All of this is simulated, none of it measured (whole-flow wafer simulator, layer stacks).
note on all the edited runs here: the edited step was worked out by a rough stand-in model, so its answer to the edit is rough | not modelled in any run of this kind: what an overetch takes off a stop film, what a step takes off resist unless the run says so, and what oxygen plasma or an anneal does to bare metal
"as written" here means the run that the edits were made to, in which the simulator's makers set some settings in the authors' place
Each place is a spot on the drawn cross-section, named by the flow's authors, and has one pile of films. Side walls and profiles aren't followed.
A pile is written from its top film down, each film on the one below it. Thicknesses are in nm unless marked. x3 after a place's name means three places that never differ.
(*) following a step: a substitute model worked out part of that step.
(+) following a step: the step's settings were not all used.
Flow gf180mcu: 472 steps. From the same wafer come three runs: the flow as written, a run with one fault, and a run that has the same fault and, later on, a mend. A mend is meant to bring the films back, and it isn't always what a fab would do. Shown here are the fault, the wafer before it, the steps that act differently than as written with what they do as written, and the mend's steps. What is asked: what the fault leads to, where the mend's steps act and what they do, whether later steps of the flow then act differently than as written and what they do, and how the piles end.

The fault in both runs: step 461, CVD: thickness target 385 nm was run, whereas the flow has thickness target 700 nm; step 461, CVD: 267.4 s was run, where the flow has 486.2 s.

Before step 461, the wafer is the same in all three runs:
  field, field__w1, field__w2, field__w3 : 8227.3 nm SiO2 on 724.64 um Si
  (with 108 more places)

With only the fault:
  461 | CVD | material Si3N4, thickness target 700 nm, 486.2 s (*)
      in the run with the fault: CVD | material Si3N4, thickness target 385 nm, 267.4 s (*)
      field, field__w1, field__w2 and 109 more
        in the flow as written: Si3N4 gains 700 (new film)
        in the run with the fault: Si3N4 gains 385.1 (new film)
  Later steps of the flow acting differently than as written (4 more steps, not shown, differ only slightly: by at most 2% or 0.5 nm, whichever is larger):
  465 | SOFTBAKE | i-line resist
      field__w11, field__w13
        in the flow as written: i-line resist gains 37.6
        in the run with the fault: i-line resist gains 36
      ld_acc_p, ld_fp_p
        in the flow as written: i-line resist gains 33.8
        in the run with the fault: i-line resist gains 32.1
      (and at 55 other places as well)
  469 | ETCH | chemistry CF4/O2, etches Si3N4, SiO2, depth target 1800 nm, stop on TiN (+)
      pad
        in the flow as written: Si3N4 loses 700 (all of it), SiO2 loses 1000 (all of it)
        in the run with the fault: Si3N4 loses 385.1 (all of it), SiO2 loses 1000 (all of it)
  The piles end different from the flow's at field, field__w1, field__w2 and 108 more by more than 2% or 0.5 nm, whichever is larger.
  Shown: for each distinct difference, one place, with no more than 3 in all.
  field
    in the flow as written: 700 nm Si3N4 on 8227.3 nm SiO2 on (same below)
    in the run with the fault: 385.1 nm Si3N4 on 8227.3 nm SiO2 on (same below)
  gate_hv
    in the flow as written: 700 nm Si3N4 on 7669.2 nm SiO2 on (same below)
    in the run with the fault: 385.1 nm Si3N4 on 7669.2 nm SiO2 on (same below)
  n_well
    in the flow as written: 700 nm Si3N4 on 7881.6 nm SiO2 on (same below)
    in the run with the fault: 385.1 nm Si3N4 on 7881.6 nm SiO2 on (same below)

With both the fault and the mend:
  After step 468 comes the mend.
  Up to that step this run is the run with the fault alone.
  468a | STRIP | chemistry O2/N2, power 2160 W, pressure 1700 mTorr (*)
      iso_ptap_pw, iso_ntap_nw, iso_nw_fld and 33 more
        i-line resist loses 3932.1 (all of it)
      p_well, sti, spacer, sd_n, mim_1p0, dice_street
        i-line resist loses 3938 (all of it)
      n_well, sd_p, nw_enc_fld_lv__w3
        i-line resist loses 3975 (all of it)
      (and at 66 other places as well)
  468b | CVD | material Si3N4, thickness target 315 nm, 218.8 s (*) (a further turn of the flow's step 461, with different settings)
      field, field__w1, field__w2 and 109 more
        Si3N4 gains 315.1
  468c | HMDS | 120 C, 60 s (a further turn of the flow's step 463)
      alters no film at any place that is followed
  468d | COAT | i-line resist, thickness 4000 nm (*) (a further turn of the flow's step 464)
      iso_ptap_pw, iso_ntap_nw, iso_nw_fld and 33 more
        i-line resist gains 4000 (new film)
      field__w9, field__w13, sd_p_hv, gate_p_hv, nplus_u, npoly_u
        i-line resist gains 4017 (new film)
      p_well, sti, spacer, sd_n, mim_1p0, dice_street
        i-line resist gains 4006.3 (new film)
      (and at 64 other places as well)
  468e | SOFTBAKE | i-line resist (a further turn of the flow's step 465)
      ld_acc_p, ld_fp_p, ld_drift_p
        i-line resist gains 33.8
      field__w2, field_sub__w4
        i-line resist gains 33.4
      field__w11, field__w13
        i-line resist gains 37.6
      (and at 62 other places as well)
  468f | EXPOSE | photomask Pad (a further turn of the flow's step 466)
      alters no film at any place that is followed
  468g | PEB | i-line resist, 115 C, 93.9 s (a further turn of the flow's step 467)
      iso_ptap_pw, iso_ntap_nw, iso_nw_fld and 33 more
        i-line resist loses 67.9
      field, field__w2, field__w3 and 25 more
        i-line resist loses 68.8
      field_sub, field_sub__w1, field_sub__w2 and 23 more
        i-line resist loses 68.7
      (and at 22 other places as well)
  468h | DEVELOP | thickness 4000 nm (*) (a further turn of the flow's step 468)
      field__w5, field__w7, field__w13 and 13 more
        i-line resist loses 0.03
      pad
        i-line resist loses 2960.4 (all of it)
  None of the later steps of the flow differs from how it acts as written, at any place that is followed, by more than 2% or 0.5 nm, whichever is larger.
  When the end is reached, the piles differ only a little from the flow's at the places that both follow, at most by 2% or 0.5 nm, whichever is larger.
